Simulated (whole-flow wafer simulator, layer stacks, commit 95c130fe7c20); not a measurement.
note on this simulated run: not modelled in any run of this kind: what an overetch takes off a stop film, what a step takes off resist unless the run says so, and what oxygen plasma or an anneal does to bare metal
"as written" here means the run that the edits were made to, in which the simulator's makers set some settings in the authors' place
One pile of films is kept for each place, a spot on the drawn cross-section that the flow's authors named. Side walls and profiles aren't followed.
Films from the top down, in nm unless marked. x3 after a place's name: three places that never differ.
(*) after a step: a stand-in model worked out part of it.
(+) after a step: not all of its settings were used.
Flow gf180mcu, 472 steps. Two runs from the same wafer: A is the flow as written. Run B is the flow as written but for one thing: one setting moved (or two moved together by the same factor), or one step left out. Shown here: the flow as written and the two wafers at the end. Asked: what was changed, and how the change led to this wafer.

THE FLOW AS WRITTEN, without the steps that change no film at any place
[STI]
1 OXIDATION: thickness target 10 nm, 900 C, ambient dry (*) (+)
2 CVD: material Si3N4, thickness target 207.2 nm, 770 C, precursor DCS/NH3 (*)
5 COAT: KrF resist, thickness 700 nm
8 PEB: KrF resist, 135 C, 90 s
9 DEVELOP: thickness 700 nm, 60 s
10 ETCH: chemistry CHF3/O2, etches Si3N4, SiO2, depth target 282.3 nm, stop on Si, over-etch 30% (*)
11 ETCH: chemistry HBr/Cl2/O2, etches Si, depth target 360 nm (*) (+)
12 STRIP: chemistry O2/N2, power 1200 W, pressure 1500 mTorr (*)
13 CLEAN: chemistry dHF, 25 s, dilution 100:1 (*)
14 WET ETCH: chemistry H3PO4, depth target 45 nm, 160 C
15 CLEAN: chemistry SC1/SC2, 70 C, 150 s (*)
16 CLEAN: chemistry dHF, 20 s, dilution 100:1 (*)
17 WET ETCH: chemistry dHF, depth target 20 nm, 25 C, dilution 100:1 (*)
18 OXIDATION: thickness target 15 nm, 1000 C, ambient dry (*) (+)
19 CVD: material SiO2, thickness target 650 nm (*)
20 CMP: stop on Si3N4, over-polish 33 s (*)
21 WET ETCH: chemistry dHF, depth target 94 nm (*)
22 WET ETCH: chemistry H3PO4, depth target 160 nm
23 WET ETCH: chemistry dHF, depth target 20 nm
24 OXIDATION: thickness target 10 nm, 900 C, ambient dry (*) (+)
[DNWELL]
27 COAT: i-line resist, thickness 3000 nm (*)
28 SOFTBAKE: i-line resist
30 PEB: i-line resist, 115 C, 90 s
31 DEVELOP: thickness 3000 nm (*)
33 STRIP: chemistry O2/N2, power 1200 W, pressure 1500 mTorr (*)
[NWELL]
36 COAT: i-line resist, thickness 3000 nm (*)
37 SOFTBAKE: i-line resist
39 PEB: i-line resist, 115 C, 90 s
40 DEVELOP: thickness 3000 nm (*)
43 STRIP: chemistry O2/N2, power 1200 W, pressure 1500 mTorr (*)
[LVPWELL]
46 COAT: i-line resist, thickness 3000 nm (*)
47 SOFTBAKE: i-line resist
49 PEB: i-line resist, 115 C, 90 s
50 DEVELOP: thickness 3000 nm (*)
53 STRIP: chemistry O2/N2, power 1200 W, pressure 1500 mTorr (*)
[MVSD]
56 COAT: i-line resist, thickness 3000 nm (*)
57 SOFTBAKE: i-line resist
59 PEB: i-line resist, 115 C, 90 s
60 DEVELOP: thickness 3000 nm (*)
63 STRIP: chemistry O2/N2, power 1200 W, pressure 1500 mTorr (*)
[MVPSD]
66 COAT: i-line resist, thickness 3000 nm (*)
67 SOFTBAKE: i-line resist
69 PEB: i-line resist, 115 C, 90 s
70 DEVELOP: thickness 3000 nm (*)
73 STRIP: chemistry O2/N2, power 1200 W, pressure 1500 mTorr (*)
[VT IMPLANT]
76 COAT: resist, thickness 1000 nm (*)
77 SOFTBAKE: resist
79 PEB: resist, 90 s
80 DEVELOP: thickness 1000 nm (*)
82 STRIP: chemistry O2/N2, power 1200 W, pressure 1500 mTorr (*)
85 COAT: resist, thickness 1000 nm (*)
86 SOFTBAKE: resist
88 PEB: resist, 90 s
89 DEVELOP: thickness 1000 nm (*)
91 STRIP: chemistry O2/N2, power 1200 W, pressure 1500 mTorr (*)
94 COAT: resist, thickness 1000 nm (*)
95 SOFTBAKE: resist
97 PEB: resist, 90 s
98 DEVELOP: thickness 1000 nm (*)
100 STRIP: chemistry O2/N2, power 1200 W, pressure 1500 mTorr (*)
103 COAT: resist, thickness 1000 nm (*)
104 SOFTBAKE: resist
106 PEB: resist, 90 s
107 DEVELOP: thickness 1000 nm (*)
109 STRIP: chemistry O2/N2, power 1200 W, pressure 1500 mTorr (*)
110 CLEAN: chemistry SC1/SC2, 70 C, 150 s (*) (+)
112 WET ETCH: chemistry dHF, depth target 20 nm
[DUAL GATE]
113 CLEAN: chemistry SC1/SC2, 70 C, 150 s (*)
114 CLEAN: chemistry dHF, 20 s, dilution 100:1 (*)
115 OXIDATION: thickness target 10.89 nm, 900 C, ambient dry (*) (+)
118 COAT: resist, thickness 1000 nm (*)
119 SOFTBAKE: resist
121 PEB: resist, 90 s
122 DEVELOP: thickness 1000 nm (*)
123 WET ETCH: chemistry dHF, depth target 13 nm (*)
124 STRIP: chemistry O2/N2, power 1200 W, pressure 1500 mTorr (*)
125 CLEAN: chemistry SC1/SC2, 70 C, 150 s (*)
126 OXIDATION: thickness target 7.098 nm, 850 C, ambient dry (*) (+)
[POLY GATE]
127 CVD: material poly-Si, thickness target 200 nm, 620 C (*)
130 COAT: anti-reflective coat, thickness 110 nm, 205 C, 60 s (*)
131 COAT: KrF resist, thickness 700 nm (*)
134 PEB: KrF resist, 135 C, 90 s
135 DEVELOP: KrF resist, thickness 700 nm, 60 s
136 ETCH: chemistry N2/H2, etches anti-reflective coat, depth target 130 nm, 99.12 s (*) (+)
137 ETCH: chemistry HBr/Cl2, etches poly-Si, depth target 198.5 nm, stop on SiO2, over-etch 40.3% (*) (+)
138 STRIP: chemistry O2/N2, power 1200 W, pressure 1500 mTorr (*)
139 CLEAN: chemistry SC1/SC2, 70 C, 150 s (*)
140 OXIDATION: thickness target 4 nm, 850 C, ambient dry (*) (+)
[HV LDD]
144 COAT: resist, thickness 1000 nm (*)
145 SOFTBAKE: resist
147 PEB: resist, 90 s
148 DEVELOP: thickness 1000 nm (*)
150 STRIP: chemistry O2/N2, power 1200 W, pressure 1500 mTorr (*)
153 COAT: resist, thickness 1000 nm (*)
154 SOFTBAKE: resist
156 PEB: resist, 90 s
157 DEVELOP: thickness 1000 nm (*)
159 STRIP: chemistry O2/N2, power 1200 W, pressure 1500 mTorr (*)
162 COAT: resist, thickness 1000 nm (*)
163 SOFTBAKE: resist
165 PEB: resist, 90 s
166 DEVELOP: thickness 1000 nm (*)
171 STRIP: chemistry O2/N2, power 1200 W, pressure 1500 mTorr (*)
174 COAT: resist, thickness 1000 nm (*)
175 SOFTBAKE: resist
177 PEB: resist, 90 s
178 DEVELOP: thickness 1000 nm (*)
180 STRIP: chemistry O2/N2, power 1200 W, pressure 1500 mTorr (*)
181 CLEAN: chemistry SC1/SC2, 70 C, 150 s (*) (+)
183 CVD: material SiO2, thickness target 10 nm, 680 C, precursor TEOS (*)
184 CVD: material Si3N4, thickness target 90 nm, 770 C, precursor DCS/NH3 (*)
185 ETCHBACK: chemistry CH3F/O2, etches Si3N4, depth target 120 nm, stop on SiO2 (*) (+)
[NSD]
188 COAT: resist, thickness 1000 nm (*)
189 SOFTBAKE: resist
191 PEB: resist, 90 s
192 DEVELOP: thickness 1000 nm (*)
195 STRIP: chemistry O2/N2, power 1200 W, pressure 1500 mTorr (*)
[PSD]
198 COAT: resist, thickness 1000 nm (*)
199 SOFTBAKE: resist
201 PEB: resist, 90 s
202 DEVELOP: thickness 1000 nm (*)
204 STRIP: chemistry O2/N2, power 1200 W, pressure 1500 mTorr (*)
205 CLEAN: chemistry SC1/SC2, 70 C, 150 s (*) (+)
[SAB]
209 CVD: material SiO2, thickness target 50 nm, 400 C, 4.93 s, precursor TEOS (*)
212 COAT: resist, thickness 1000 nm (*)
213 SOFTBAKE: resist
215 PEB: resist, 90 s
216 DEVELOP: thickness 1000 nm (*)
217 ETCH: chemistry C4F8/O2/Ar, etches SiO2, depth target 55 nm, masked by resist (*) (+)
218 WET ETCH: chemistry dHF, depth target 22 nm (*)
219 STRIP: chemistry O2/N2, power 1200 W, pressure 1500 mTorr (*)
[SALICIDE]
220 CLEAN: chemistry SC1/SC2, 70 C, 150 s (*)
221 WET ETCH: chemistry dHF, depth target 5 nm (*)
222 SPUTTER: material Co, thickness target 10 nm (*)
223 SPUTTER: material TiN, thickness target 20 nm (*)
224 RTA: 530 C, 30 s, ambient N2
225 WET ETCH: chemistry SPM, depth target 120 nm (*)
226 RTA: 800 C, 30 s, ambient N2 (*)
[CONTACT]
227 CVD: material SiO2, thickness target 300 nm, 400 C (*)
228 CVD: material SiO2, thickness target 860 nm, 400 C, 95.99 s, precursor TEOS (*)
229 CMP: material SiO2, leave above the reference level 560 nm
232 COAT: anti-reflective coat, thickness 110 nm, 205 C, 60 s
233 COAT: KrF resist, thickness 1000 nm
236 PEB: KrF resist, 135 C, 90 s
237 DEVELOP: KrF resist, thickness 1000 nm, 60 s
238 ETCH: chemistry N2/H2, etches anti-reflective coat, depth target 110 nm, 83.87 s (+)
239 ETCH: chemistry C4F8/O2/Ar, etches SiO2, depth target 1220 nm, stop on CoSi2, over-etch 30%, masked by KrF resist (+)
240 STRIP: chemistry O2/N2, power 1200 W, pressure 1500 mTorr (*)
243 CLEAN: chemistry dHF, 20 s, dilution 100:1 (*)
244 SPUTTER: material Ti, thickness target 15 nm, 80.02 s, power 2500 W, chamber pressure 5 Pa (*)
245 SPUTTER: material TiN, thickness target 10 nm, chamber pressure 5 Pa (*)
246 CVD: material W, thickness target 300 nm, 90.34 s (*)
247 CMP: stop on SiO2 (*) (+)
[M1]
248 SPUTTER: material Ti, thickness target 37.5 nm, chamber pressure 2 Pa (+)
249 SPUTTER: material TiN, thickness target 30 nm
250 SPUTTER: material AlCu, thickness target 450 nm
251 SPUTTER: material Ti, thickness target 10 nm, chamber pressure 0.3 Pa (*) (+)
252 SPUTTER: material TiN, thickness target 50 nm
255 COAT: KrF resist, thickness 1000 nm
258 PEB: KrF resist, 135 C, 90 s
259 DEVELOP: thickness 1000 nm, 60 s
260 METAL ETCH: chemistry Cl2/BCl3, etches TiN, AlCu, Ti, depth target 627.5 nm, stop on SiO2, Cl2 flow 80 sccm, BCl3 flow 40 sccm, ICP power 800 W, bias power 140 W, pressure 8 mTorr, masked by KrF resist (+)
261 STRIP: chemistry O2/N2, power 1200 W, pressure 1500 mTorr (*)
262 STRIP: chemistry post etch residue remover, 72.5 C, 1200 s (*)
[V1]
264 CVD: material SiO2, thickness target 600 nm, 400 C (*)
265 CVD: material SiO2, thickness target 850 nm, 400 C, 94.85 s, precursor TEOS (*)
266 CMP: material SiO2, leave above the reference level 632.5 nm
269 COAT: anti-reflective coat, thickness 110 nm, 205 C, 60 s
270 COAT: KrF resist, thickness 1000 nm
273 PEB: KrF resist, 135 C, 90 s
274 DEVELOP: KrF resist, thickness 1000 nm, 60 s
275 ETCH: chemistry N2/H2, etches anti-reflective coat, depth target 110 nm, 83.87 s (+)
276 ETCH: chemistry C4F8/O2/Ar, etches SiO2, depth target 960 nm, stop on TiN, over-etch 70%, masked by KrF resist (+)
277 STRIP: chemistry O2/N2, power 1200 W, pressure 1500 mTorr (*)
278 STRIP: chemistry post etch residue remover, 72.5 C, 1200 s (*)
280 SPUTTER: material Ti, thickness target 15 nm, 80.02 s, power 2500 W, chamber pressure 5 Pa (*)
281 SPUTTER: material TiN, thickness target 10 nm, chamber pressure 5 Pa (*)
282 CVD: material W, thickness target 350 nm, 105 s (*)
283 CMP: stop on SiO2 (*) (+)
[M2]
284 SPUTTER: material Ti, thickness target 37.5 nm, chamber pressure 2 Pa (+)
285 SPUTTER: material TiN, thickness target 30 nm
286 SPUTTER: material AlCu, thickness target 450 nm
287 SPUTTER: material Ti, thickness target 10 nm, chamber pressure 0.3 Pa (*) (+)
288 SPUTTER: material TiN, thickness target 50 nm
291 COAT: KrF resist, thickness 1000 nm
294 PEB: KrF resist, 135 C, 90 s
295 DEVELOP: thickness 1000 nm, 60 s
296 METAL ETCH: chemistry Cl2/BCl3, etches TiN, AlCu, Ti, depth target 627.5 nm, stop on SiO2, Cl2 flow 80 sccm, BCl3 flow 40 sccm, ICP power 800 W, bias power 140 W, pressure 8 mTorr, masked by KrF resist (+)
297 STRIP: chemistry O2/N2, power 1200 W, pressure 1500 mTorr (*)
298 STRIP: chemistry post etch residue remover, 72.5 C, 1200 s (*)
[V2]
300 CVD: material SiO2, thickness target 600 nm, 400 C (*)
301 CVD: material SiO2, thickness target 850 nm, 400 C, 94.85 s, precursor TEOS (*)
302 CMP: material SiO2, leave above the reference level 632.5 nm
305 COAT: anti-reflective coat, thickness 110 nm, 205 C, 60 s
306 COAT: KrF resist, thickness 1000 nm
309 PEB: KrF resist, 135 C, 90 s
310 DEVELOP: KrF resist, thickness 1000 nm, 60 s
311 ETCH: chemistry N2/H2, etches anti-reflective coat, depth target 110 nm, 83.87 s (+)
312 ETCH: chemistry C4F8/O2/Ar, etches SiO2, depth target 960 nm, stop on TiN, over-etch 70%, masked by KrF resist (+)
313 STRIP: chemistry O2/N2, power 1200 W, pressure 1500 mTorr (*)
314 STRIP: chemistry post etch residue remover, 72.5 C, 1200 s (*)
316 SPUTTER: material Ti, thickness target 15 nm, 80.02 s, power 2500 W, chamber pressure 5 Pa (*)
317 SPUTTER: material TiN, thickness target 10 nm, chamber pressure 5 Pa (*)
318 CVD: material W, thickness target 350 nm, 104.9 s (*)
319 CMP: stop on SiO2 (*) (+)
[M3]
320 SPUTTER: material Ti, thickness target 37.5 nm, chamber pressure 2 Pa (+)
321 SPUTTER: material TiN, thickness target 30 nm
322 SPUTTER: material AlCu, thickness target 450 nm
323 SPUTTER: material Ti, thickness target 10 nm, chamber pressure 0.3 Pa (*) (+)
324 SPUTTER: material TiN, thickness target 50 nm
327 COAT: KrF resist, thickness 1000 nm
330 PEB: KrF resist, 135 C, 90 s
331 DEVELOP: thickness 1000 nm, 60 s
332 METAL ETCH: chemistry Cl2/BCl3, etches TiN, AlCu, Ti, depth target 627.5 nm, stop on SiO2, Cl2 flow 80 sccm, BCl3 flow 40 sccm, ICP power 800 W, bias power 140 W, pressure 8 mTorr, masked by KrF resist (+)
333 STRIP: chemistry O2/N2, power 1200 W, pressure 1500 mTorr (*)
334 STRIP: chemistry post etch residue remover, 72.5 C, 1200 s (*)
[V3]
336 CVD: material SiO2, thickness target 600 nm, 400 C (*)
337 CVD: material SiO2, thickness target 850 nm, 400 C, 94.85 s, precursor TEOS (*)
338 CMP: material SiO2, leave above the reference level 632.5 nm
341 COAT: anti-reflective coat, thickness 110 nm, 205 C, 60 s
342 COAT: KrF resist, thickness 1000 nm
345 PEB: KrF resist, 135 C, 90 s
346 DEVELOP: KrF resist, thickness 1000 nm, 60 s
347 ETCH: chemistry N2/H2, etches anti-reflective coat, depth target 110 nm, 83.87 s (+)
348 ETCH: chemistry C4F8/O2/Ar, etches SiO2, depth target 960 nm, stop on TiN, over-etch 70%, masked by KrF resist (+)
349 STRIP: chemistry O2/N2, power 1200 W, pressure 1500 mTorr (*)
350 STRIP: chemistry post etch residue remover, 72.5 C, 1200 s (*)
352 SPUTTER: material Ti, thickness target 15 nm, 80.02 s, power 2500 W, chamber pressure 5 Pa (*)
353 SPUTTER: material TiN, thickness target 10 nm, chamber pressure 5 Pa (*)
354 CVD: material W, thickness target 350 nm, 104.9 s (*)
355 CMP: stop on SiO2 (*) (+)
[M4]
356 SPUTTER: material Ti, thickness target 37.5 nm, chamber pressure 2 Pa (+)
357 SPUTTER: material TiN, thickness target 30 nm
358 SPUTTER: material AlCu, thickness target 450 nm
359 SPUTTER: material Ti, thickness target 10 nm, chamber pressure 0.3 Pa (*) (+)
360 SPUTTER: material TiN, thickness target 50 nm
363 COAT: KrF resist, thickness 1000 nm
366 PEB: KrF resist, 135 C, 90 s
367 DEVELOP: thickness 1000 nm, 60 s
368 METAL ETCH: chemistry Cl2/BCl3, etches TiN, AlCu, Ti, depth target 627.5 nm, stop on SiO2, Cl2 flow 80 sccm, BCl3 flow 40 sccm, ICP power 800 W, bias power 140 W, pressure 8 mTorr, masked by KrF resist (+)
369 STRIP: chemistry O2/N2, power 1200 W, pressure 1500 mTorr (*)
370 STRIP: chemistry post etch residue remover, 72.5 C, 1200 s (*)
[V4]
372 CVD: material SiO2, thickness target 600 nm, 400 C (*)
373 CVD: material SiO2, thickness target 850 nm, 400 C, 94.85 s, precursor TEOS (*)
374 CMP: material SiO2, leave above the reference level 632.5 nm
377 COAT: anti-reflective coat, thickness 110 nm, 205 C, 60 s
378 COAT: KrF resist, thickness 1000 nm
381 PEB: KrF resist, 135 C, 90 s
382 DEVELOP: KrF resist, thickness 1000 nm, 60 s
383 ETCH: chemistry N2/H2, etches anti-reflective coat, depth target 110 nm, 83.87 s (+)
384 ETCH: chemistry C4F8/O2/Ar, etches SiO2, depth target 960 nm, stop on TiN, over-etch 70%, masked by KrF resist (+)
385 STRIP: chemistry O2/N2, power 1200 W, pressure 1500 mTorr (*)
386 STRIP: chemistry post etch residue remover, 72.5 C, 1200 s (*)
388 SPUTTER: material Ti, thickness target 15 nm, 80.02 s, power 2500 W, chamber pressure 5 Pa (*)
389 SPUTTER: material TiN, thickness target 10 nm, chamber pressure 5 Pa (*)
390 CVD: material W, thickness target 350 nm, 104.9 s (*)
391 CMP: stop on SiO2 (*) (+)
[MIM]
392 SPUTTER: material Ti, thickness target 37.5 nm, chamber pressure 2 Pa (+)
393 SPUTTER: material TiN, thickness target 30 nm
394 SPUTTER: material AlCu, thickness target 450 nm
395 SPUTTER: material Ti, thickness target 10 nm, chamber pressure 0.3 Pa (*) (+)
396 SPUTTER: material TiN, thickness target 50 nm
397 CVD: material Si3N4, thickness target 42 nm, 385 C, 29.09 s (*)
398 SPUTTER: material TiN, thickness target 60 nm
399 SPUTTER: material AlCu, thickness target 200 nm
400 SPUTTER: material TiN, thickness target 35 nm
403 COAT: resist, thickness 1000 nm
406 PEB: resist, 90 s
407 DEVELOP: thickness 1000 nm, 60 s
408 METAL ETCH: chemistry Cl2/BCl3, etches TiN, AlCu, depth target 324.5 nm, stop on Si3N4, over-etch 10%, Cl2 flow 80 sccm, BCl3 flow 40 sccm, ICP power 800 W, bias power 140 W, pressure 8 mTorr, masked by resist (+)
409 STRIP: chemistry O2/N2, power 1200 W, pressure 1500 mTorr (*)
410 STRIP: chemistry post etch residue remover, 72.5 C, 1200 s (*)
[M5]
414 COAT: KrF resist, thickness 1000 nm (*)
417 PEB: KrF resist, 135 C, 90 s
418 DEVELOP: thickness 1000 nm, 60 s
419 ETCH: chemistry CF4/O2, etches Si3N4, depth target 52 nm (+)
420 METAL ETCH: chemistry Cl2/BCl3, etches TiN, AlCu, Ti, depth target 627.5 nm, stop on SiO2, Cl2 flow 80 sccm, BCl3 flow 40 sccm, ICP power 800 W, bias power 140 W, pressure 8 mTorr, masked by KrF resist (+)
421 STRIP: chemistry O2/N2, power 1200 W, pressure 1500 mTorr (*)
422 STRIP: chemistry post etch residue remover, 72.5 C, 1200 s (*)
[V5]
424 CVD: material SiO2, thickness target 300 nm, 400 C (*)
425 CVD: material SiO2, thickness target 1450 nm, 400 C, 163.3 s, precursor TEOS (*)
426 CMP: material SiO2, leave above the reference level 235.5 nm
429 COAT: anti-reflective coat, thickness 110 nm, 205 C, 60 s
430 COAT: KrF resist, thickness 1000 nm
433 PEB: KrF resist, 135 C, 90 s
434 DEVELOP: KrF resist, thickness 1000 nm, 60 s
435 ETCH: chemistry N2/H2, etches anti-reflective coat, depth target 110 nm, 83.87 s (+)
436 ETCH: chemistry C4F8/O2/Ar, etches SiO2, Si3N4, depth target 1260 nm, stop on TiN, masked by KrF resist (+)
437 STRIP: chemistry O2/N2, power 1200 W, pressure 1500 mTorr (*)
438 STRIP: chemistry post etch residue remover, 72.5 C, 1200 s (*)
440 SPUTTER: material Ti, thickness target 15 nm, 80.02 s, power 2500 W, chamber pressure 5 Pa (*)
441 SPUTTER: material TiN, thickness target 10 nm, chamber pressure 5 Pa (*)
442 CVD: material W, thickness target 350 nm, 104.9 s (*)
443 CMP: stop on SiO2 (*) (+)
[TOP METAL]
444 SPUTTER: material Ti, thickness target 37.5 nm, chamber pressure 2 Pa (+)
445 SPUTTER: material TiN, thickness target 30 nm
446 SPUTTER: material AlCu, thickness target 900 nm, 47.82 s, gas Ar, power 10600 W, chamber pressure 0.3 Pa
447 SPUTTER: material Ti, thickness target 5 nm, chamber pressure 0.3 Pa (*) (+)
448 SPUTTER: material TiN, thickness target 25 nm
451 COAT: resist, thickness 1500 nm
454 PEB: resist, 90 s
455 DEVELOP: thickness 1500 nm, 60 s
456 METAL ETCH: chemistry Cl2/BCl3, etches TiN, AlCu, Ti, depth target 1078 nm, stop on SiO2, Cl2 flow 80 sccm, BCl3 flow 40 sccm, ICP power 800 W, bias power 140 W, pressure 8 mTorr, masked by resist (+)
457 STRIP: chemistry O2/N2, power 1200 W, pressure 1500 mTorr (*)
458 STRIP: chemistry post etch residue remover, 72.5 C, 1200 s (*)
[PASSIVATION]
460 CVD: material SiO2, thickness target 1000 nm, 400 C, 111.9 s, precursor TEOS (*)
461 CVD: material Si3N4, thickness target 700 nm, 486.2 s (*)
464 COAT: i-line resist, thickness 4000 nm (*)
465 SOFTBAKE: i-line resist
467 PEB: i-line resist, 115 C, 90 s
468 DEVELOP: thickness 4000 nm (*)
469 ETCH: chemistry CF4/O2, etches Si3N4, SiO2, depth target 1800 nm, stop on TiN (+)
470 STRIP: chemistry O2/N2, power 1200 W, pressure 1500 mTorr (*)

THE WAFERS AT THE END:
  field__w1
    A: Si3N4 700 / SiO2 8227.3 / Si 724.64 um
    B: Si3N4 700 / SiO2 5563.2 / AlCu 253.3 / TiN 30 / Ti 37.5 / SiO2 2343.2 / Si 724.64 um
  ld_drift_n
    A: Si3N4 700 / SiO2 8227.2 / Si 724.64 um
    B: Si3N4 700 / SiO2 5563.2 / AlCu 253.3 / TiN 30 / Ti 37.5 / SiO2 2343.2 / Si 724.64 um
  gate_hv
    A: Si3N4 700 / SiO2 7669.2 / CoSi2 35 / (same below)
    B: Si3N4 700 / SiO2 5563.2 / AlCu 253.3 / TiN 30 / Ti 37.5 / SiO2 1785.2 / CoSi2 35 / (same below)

The cause: step 296, METAL ETCH: depth target 251 nm was run, where the flow has depth target 627.5 nm.

How the change led to this, step by step:
  296 METAL ETCH: chemistry Cl2/BCl3, etches TiN, AlCu, Ti, depth target 627.5 nm, stop on SiO2, Cl2 flow 80 sccm, BCl3 flow 40 sccm, ICP power 800 W, bias power 140 W, pressure 8 mTorr, masked by KrF resist (+)
      field, field__w1, field__w2 and 103 more: A TiN -50 (all of it), Ti -10 (all of it), AlCu -450 (all of it), TiN -30 (all of it), Ti -37.5 (all of it) | B TiN -50 (all of it), Ti -10 (all of it), AlCu -191
      field__w8, contact, m1, m1__w1, m1_nw: A KrF resist -251 | B KrF resist -100.4
  297 STRIP: chemistry O2/N2, power 1200 W, pressure 1500 mTorr (*)
      field__w8, contact, m1, m1__w1, m1_nw: A KrF resist -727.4 (all of it) | B KrF resist -878 (all of it)
  298 STRIP: chemistry post etch residue remover, 72.5 C, 1200 s (*)
      field, field__w1, field__w2 and 103 more: A nothing | B AlCu -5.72
  300 CVD: material SiO2, thickness target 600 nm, 400 C (*)
      field, field__w1, field__w2 and 103 more: A SiO2 +600 | B SiO2 +600 (new film)
  302 CMP: material SiO2, leave above the reference level 632.5 nm
      field, field__w1, field__w2 and 103 more: A SiO2 -300 | B SiO2 -620.8
Counting metal films that touch as one body, field__w1 has 1 body; the flow as written gives 0 bodies.
Counting metal films that touch as one body, ld_drift_n has 1 body; the flow as written gives 0 bodies.
Counting metal films that touch as one body, gate_hv has 2 bodies (between them, from the top down: SiO2 1785.2); the flow as written gives 1 body.
